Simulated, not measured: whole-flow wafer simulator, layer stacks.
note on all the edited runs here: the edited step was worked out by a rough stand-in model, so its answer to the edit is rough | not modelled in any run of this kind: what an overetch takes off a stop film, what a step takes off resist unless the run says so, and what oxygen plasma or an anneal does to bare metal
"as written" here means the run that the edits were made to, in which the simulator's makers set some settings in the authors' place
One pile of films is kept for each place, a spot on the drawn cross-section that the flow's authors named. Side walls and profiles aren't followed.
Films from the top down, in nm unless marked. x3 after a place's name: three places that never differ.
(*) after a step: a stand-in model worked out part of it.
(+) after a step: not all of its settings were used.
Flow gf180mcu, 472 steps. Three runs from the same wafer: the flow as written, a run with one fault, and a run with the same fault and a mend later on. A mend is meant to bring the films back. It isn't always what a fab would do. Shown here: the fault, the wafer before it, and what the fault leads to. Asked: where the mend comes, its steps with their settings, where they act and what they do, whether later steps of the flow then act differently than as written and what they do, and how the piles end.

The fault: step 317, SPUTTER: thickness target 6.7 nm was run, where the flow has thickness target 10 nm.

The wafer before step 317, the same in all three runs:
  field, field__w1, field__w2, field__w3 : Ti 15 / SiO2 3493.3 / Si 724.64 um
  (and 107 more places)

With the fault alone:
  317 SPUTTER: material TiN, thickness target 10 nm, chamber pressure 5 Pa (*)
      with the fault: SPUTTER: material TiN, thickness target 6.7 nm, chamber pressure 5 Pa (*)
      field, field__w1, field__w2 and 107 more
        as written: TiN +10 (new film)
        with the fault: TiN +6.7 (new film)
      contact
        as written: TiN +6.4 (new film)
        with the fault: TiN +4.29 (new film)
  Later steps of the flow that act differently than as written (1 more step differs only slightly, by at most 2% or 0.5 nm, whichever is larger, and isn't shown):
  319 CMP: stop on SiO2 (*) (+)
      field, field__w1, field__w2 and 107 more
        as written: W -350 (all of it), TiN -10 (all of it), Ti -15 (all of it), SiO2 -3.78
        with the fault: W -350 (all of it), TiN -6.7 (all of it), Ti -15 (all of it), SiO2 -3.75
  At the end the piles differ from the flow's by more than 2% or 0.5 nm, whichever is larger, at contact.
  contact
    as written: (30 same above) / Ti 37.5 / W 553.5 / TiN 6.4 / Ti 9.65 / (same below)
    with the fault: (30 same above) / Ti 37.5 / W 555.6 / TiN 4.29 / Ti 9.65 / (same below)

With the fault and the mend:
  The mend comes after step 317.
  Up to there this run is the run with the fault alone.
  317a SPUTTER: material TiN, thickness target 3.3 nm, chamber pressure 5 Pa (*) (the flow's step 317 once more, with other settings)
      field, field__w1, field__w2 and 107 more
        TiN +3.3
      contact
        TiN +2.11
  No later step of the flow acts differently than as written at any place that is followed.
  At the end the piles are the same as the flow's at every place that both follow.
